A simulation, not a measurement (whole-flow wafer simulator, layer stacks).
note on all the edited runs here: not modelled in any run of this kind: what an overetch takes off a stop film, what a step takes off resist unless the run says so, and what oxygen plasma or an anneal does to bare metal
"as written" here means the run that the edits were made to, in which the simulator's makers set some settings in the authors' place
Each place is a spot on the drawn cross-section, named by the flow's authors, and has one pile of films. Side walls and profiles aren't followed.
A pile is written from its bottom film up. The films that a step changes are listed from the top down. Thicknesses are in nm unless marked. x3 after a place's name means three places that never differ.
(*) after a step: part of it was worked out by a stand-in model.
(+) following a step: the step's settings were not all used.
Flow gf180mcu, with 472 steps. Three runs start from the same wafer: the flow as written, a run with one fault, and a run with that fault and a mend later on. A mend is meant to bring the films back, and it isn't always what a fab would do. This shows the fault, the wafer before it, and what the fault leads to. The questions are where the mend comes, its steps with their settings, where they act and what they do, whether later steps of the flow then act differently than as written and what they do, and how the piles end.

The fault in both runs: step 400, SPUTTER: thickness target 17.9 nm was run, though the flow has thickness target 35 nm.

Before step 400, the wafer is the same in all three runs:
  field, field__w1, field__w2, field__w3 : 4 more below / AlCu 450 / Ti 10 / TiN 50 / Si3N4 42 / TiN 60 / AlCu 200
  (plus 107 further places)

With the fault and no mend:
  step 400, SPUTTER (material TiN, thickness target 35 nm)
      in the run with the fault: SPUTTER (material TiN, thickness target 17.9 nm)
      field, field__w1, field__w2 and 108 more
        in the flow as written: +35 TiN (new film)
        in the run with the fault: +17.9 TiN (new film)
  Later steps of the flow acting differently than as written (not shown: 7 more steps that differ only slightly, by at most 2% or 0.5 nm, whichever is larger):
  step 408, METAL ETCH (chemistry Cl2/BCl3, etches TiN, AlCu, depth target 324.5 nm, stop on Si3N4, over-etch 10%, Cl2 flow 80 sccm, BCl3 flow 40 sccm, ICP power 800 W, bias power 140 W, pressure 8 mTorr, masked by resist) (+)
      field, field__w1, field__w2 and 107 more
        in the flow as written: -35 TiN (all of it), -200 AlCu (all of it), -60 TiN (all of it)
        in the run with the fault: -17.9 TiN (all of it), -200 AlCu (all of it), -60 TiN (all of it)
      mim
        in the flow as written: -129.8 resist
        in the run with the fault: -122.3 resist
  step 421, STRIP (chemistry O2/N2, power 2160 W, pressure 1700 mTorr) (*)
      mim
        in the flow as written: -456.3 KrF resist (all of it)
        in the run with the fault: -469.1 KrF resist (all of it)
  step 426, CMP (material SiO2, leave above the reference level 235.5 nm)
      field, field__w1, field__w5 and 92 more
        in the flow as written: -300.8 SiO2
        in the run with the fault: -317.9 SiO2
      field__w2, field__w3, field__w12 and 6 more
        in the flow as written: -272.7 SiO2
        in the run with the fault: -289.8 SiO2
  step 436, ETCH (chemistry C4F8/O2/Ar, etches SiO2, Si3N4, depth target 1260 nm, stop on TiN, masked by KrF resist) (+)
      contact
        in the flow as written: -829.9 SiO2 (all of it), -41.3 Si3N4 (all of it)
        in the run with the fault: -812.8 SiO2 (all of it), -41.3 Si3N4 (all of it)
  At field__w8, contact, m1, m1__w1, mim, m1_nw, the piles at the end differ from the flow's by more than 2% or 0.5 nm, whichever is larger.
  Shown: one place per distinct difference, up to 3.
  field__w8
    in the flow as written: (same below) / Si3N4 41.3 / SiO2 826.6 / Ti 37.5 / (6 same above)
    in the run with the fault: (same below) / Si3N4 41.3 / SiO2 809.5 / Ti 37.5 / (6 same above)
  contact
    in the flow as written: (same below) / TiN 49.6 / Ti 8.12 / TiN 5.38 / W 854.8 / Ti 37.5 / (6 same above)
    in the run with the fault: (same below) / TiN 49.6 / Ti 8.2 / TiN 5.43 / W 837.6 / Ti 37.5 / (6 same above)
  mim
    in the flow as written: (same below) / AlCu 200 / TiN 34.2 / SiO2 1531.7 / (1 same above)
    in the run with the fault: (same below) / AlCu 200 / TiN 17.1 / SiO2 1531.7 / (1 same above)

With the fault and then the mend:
  The mend stands after step 400.
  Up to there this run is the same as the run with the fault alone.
  step 400a, SPUTTER (material TiN, thickness target 17.1 nm) (the flow's step 400, run once more with other settings)
      field, field__w1, field__w2 and 108 more
        +17.1 TiN
  None of the later steps of the flow acts differently than as written at any place that is followed.
  By the end, the piles equal the flow's at every place that both follow.
